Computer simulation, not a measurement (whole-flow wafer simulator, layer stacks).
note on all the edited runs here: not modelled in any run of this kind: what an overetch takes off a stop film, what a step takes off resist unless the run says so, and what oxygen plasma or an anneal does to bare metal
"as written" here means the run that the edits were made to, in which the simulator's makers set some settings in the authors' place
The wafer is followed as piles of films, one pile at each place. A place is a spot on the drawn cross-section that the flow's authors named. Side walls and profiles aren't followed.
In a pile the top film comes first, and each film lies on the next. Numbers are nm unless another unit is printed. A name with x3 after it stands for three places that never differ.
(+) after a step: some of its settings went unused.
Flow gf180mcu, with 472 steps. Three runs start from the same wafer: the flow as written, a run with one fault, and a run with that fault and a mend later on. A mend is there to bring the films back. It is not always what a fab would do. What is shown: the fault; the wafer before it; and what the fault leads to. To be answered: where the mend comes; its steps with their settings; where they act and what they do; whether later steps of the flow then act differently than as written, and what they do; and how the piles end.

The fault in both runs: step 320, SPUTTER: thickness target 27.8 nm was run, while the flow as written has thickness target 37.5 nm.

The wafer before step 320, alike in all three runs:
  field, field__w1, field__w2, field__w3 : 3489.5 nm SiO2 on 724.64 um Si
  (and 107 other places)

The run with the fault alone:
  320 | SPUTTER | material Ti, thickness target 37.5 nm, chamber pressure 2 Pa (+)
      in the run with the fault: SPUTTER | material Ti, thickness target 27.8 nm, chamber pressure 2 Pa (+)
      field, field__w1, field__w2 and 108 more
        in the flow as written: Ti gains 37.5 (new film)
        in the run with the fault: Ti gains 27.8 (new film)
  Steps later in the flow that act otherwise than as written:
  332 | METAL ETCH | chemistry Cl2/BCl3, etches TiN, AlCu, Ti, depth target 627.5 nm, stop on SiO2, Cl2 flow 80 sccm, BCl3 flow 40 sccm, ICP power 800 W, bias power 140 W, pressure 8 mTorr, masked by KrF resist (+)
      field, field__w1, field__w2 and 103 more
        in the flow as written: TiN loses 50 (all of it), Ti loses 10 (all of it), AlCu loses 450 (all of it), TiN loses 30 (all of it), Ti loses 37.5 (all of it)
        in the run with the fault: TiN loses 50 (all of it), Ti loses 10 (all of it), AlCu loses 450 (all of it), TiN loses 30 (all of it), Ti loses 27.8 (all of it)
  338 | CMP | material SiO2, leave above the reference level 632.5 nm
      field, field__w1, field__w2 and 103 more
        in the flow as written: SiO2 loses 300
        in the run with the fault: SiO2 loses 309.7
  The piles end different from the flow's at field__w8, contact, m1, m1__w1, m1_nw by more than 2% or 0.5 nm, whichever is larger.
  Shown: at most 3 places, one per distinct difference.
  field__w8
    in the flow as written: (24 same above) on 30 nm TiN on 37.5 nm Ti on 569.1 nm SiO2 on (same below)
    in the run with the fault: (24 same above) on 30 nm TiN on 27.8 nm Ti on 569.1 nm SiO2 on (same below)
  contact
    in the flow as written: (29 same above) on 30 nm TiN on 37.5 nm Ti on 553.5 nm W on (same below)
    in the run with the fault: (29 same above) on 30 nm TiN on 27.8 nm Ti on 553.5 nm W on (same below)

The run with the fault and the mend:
  After step 320 comes the mend.
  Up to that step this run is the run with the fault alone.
  320a | SPUTTER | material Ti, thickness target 9.7 nm, chamber pressure 2 Pa (+) (the flow's step 320, run once more with other settings)
      field, field__w1, field__w2 and 108 more
        Ti gains 9.7
  None of the later steps of the flow acts differently than as written at any place that is followed.
  The piles end the same as the flow's at every place that both follow.
